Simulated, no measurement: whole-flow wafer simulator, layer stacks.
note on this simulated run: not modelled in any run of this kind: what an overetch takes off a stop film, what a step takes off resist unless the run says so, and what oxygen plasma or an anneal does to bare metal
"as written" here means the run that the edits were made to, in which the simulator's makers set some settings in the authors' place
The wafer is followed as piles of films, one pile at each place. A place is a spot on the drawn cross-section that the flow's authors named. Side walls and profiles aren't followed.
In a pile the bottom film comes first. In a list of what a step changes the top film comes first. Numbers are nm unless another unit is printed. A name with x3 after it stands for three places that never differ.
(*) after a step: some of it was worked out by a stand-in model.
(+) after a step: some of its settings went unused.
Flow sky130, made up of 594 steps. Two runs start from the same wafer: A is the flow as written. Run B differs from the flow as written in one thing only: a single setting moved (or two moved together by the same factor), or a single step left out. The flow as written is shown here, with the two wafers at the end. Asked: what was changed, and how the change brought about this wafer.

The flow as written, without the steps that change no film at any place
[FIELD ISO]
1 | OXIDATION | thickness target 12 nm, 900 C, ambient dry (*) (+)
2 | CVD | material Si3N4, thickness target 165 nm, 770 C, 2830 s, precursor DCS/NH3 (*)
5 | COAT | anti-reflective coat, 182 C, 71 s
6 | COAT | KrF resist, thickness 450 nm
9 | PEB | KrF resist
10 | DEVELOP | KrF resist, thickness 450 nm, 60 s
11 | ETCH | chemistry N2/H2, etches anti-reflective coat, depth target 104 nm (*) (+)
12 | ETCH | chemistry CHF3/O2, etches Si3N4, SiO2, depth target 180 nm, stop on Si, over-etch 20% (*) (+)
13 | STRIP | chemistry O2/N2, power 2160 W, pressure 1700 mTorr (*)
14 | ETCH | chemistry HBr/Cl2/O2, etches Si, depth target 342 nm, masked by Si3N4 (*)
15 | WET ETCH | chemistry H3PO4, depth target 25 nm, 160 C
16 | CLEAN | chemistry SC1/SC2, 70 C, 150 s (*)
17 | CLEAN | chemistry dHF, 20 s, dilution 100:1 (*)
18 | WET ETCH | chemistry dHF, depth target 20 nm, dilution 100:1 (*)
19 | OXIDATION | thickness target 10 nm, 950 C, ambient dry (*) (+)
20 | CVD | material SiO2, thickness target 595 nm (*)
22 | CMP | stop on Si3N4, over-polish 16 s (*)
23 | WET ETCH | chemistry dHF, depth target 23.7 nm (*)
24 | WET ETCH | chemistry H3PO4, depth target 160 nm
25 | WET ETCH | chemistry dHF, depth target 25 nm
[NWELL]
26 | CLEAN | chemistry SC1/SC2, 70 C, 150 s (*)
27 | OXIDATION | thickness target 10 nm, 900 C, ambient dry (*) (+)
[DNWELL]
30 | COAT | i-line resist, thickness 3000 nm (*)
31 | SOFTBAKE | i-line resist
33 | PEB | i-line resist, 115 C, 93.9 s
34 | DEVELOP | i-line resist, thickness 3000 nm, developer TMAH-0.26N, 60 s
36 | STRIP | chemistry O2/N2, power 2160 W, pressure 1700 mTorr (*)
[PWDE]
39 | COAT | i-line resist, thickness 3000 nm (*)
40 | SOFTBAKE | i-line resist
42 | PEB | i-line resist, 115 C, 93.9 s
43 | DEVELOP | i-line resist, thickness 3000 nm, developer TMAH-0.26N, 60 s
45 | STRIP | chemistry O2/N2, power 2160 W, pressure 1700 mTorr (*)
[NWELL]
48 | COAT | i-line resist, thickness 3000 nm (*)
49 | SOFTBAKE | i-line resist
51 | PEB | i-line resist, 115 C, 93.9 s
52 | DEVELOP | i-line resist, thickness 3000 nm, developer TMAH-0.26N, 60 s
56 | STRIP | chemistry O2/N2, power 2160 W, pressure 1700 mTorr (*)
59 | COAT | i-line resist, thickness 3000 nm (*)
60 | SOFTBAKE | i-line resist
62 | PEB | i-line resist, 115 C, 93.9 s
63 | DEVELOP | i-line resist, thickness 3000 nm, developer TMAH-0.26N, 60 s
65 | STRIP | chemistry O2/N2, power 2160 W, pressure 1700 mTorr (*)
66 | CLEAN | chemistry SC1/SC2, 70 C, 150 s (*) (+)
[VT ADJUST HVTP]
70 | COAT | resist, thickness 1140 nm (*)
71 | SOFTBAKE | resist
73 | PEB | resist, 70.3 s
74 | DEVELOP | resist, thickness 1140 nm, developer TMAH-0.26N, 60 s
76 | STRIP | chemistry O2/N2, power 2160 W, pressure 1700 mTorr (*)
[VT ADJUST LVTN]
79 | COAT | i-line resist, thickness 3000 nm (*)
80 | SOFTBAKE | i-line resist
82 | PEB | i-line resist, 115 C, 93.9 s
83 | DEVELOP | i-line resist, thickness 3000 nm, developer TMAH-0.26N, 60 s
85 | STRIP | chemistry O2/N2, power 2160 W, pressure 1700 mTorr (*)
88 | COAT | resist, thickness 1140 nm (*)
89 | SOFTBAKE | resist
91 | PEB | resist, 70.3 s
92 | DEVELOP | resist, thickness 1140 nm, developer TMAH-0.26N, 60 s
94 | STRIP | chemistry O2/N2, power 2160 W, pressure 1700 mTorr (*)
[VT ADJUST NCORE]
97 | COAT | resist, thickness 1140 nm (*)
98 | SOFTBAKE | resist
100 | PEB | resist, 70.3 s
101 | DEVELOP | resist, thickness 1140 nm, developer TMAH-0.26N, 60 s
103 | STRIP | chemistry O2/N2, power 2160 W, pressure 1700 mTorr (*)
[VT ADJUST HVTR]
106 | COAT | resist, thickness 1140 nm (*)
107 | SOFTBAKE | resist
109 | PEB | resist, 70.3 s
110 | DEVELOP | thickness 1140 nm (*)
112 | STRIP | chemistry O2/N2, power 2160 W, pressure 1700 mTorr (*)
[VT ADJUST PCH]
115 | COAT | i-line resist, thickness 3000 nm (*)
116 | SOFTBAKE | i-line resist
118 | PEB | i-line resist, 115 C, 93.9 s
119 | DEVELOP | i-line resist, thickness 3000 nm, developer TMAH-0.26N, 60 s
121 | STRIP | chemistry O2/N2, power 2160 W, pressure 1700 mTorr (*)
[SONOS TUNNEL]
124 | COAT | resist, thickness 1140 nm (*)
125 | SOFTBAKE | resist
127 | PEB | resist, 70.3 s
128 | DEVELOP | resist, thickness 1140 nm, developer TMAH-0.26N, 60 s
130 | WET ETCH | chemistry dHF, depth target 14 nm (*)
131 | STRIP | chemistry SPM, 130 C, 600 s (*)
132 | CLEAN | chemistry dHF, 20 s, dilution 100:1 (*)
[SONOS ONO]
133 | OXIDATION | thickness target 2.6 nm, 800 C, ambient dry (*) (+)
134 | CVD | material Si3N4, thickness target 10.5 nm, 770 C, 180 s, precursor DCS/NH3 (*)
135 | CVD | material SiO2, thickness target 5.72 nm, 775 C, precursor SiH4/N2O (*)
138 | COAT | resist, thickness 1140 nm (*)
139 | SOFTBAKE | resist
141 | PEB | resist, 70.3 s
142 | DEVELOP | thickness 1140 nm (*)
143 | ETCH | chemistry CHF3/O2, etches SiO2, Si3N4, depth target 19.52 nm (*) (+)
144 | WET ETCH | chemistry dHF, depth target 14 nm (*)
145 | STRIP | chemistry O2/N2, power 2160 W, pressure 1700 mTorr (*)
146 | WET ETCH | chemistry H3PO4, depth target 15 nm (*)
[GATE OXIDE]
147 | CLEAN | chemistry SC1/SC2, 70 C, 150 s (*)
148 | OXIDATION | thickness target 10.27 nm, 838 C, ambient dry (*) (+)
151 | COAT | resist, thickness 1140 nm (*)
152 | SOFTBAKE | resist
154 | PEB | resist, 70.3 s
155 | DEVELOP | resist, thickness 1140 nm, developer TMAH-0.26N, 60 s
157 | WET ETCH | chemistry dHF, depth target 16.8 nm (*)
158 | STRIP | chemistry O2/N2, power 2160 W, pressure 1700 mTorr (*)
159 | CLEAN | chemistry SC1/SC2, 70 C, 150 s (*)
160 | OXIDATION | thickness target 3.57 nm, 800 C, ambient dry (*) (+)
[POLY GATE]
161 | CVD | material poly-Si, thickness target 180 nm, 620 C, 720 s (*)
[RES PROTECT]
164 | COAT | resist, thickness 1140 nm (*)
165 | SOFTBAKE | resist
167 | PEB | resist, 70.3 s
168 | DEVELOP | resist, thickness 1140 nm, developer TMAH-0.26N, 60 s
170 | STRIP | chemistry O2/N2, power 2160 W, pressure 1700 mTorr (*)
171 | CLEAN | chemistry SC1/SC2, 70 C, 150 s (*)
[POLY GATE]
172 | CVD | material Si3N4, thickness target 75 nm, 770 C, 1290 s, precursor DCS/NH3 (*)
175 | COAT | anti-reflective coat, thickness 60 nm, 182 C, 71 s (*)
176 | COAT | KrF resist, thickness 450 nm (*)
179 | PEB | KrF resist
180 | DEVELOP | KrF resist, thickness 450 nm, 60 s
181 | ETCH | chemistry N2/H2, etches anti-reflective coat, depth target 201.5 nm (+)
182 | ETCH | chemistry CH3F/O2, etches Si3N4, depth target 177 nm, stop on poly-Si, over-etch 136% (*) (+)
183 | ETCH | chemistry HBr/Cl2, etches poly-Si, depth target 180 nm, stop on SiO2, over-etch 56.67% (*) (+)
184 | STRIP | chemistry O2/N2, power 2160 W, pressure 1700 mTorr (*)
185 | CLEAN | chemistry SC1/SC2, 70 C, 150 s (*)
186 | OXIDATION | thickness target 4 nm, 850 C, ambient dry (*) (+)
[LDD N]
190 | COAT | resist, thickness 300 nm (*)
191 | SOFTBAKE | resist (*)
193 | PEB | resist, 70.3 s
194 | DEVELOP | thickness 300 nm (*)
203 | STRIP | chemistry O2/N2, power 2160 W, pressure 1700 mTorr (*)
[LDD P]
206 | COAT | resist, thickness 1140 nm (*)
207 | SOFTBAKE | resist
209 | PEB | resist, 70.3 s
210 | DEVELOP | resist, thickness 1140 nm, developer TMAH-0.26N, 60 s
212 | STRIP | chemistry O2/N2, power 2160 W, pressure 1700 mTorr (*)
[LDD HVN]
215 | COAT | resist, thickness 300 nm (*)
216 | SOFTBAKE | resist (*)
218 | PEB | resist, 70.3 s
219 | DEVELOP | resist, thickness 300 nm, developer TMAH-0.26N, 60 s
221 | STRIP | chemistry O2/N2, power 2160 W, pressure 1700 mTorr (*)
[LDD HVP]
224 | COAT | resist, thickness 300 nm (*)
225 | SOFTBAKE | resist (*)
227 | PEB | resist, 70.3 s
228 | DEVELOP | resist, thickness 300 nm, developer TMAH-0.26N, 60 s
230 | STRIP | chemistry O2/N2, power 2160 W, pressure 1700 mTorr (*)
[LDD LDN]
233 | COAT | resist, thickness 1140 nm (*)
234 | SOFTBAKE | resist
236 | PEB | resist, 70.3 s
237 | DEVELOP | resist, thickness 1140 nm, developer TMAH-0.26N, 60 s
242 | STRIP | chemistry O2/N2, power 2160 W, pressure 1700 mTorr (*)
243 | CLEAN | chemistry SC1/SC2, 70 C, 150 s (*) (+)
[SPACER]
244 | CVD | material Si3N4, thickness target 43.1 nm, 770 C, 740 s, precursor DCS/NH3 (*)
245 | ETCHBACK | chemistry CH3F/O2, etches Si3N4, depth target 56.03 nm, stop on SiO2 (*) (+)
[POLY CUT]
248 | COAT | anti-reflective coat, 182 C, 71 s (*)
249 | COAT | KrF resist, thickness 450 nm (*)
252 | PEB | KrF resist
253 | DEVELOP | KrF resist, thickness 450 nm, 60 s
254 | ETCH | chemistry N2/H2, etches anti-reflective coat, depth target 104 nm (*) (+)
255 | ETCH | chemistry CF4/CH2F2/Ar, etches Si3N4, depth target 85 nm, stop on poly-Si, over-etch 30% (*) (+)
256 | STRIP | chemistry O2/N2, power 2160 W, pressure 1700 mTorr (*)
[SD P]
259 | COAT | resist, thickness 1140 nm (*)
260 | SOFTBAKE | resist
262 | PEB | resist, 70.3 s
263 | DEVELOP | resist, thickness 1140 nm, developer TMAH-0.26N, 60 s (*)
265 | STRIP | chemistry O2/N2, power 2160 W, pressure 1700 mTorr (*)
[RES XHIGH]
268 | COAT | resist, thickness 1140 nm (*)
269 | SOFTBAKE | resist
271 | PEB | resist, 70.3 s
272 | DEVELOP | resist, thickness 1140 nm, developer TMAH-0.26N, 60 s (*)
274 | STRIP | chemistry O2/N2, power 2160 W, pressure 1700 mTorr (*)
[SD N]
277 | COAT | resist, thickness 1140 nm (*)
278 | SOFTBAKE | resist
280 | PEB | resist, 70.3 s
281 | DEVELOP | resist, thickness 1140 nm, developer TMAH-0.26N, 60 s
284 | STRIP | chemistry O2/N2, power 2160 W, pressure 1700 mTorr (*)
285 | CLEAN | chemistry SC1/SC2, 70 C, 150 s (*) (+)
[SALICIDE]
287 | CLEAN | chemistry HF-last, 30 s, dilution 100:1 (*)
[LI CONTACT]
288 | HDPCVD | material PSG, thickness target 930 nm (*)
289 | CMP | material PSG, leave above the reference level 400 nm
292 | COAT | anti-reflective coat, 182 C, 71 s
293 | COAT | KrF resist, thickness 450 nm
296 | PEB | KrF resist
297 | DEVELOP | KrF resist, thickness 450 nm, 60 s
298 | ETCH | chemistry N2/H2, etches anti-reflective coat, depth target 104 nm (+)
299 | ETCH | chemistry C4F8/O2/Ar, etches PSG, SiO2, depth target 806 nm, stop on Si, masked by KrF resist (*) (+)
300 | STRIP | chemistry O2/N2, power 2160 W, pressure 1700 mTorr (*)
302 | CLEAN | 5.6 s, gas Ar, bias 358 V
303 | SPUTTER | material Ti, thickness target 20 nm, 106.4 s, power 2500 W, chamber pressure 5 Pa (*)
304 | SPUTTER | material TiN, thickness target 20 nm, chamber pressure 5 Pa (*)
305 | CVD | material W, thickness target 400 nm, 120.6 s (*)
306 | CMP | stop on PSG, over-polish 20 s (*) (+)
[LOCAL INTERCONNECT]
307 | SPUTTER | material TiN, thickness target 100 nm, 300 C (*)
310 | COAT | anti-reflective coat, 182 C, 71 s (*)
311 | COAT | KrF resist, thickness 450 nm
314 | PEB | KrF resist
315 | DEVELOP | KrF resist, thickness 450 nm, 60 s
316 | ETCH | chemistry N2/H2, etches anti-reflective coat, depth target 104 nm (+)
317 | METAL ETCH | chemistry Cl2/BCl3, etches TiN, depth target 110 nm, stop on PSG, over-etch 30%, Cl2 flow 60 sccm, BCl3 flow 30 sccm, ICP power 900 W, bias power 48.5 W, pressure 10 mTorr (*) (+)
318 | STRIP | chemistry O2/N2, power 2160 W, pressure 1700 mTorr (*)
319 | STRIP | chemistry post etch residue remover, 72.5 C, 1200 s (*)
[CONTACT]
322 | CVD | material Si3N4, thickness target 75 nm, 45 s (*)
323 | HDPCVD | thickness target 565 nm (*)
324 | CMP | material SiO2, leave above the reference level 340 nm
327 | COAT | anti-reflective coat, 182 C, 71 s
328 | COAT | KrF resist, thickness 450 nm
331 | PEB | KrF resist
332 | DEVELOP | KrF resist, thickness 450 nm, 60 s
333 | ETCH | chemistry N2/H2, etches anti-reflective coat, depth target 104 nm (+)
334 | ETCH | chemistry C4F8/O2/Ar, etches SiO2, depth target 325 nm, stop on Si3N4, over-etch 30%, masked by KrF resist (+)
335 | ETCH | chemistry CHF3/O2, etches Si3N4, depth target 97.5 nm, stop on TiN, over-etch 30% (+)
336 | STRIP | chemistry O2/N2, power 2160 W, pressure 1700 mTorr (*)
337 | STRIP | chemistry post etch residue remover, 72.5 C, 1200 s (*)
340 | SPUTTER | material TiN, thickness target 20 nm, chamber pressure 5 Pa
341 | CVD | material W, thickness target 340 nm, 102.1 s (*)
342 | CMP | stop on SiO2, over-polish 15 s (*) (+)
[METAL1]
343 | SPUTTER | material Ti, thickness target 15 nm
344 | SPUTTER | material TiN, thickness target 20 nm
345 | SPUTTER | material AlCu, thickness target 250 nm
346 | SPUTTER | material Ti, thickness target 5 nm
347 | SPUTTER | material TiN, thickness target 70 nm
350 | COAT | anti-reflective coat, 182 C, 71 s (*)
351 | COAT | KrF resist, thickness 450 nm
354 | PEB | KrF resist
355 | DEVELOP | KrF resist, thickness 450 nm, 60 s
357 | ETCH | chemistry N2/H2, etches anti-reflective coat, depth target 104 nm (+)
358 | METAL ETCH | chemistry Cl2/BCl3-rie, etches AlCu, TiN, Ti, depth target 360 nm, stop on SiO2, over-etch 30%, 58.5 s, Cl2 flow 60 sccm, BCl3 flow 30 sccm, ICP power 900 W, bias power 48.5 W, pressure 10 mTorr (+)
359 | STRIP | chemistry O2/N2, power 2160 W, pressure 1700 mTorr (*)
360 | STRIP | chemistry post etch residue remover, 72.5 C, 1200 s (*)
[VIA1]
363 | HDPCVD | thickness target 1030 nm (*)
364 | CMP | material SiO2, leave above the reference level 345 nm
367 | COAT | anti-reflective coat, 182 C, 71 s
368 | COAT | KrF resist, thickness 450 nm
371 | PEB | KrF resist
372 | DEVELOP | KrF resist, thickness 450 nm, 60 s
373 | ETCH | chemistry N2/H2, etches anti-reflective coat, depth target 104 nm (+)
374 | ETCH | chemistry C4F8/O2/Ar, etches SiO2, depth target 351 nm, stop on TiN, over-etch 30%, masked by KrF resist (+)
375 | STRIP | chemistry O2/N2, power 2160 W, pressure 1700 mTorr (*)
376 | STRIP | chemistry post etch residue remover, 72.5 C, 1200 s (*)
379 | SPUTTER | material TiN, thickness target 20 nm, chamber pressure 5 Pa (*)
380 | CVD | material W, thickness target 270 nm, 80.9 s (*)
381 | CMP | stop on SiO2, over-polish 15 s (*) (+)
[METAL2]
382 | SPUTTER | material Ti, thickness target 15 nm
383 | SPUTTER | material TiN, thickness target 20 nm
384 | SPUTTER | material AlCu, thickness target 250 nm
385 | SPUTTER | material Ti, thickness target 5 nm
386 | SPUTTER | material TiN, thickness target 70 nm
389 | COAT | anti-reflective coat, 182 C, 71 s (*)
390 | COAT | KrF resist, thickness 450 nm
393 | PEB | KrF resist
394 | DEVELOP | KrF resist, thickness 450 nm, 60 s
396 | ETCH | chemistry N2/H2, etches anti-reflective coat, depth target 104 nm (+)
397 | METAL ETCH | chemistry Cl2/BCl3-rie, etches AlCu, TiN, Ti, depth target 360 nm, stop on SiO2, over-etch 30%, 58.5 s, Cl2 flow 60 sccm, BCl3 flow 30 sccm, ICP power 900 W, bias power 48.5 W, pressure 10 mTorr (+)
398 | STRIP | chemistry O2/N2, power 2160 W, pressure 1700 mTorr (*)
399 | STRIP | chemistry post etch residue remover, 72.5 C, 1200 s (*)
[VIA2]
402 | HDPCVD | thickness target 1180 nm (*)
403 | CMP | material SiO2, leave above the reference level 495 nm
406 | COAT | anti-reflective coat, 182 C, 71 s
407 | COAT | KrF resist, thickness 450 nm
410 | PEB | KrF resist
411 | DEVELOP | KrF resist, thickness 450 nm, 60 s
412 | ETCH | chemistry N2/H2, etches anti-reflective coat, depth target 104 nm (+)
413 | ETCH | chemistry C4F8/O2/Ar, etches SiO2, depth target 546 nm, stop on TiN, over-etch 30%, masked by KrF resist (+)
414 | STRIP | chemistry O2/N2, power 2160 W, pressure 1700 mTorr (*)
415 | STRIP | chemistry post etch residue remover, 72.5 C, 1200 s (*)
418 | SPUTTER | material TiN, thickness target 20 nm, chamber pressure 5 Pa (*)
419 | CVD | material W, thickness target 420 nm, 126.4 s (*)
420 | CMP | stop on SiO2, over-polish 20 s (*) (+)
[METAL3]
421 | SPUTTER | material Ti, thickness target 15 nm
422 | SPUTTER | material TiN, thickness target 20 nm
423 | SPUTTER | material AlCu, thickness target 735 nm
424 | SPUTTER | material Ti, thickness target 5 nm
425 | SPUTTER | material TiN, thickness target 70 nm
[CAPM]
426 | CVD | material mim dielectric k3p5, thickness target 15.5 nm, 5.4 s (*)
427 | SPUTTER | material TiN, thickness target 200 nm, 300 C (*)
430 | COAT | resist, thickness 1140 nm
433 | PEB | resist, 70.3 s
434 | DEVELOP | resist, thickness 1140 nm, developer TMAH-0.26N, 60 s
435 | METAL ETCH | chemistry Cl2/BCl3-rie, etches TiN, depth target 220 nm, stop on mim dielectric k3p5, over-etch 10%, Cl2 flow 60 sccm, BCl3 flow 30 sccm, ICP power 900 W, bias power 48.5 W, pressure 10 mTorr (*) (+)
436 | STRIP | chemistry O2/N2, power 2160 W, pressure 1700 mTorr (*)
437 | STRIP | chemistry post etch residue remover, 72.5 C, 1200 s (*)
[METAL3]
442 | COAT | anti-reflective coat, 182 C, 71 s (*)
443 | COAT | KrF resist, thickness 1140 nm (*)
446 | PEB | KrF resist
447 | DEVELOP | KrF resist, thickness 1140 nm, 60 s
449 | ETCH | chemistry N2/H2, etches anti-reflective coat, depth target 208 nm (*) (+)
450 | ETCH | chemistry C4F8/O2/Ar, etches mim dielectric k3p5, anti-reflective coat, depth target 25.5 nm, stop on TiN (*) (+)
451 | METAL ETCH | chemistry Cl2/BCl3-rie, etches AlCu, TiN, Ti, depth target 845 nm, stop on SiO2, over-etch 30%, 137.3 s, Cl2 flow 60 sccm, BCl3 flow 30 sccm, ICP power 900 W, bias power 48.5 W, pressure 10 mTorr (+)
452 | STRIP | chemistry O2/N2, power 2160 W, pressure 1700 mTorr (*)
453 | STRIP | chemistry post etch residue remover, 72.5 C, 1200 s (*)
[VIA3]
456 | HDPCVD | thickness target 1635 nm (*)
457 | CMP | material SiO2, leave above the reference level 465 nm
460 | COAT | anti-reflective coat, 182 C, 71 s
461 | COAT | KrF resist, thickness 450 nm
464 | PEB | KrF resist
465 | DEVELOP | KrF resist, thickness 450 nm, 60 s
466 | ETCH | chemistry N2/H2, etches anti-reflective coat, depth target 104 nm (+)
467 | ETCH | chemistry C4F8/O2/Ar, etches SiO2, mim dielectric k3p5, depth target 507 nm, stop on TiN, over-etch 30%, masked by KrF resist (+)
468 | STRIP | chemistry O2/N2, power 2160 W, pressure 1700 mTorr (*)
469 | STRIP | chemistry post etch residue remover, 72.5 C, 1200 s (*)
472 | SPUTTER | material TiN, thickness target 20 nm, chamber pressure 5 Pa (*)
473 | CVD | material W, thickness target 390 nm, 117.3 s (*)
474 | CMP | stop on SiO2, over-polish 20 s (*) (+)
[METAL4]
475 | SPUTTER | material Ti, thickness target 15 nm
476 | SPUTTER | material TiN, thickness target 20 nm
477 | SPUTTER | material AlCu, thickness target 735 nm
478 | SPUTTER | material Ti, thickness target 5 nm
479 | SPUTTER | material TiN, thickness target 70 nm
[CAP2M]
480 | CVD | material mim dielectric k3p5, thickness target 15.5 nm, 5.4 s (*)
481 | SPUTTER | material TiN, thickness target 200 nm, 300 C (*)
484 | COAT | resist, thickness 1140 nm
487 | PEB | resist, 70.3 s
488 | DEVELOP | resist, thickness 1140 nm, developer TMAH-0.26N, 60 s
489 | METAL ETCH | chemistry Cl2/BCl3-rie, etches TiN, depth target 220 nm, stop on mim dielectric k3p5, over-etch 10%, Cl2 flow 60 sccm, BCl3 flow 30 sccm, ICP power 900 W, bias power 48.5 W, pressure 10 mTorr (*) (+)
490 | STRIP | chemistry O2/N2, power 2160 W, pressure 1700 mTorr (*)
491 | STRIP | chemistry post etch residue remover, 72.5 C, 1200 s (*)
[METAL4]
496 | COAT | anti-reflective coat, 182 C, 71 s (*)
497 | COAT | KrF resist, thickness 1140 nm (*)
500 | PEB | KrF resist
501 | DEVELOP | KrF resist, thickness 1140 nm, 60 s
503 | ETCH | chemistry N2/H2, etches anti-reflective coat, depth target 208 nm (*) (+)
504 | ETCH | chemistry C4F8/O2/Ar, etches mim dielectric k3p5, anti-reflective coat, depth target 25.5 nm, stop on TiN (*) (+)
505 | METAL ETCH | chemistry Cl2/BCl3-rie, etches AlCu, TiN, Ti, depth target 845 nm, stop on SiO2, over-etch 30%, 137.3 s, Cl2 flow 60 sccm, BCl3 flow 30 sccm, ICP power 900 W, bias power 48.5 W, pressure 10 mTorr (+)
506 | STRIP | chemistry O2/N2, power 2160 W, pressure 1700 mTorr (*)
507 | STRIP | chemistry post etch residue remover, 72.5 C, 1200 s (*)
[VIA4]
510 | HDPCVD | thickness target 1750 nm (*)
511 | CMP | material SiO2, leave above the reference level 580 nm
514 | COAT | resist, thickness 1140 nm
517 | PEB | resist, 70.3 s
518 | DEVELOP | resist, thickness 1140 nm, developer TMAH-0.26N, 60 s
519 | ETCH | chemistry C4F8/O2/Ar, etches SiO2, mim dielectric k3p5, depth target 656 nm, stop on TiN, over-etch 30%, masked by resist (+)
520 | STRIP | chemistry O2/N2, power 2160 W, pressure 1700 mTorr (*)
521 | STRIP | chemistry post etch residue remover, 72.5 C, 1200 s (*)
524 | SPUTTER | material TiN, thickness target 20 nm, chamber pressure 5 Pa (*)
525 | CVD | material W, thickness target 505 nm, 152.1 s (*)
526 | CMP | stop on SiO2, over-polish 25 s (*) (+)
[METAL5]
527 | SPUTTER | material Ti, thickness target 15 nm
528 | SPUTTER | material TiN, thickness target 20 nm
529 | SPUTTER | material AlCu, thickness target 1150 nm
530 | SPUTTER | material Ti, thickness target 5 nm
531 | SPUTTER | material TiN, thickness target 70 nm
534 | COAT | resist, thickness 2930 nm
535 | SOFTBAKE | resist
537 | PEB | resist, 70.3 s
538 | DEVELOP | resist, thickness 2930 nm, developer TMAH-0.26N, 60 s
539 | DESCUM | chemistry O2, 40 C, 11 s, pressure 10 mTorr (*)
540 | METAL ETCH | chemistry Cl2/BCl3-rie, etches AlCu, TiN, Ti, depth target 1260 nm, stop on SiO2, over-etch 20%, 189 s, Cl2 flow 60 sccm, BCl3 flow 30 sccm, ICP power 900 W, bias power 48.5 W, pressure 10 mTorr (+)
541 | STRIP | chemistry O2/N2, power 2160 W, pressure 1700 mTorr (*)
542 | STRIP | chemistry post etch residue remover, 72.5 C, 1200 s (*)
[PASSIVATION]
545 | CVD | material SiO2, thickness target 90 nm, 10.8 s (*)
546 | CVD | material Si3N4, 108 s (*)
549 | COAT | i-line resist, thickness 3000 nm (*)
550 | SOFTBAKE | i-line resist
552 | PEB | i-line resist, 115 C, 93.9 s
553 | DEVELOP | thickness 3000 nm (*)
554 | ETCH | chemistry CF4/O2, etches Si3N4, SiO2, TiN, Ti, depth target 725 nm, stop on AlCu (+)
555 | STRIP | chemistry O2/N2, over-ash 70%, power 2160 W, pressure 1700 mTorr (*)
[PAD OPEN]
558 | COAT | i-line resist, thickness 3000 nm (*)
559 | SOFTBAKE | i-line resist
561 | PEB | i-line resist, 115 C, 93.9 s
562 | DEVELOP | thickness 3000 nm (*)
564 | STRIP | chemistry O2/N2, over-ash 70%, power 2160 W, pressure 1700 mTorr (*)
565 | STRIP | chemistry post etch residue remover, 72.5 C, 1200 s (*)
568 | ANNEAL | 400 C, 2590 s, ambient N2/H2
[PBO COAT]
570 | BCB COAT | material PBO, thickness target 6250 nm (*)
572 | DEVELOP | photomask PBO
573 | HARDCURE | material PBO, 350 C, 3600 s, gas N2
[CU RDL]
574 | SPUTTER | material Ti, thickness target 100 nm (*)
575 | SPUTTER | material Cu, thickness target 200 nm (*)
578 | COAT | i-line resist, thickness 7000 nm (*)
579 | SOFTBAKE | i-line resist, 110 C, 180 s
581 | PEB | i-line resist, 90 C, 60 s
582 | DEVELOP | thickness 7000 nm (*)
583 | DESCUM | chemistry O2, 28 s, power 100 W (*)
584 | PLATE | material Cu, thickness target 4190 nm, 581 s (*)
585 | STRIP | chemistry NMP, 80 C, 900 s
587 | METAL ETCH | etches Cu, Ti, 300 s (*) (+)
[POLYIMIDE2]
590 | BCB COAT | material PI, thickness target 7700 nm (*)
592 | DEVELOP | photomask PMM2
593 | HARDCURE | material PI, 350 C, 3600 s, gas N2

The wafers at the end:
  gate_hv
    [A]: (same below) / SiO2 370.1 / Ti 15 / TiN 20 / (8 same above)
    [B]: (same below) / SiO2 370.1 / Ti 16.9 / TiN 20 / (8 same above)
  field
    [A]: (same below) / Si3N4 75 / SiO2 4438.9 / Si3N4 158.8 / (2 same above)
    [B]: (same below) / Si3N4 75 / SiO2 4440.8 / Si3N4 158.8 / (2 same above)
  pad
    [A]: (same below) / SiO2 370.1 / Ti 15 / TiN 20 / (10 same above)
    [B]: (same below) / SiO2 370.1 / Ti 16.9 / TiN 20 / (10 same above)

Cause: step 475, SPUTTER: thickness target 16.9 nm was run, whereas the flow has thickness target 15 nm.
The wafer lets one read it off: gate_hv has Ti 16.9, and step 475 as written asks for 15 nm.

Step by step, how the change led to this:
  475 | SPUTTER | material Ti, thickness target 15 nm
      field, active, n_well and 189 more: A +15 Ti (new film) | B +16.9 Ti (new film)
  505 | METAL ETCH | chemistry Cl2/BCl3-rie, etches AlCu, TiN, Ti, depth target 845 nm, stop on SiO2, over-etch 30%, 137.3 s, Cl2 flow 60 sccm, BCl3 flow 30 sccm, ICP power 900 W, bias power 48.5 W, pressure 10 mTorr (+)
      field, gate, spacer and 68 more: A -70 TiN (all of it), -5 Ti (all of it), -735 AlCu (all of it), -20 TiN (all of it), -15 Ti (all of it), -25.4 SiO2 | B -70 TiN (all of it), -5 Ti (all of it), -735 AlCu (all of it), -20 TiN (all of it), -16.9 Ti (all of it), -25.2 SiO2
      active, vpp_iso1, mim_edge_plate and 14 more: A -70 TiN (all of it), -5 Ti (all of it), -735 AlCu (all of it), -20 TiN (all of it), -15 Ti (all of it), -25.3 SiO2 | B -70 TiN (all of it), -5 Ti (all of it), -735 AlCu (all of it), -20 TiN (all of it), -16.9 Ti (all of it), -25.2 SiO2
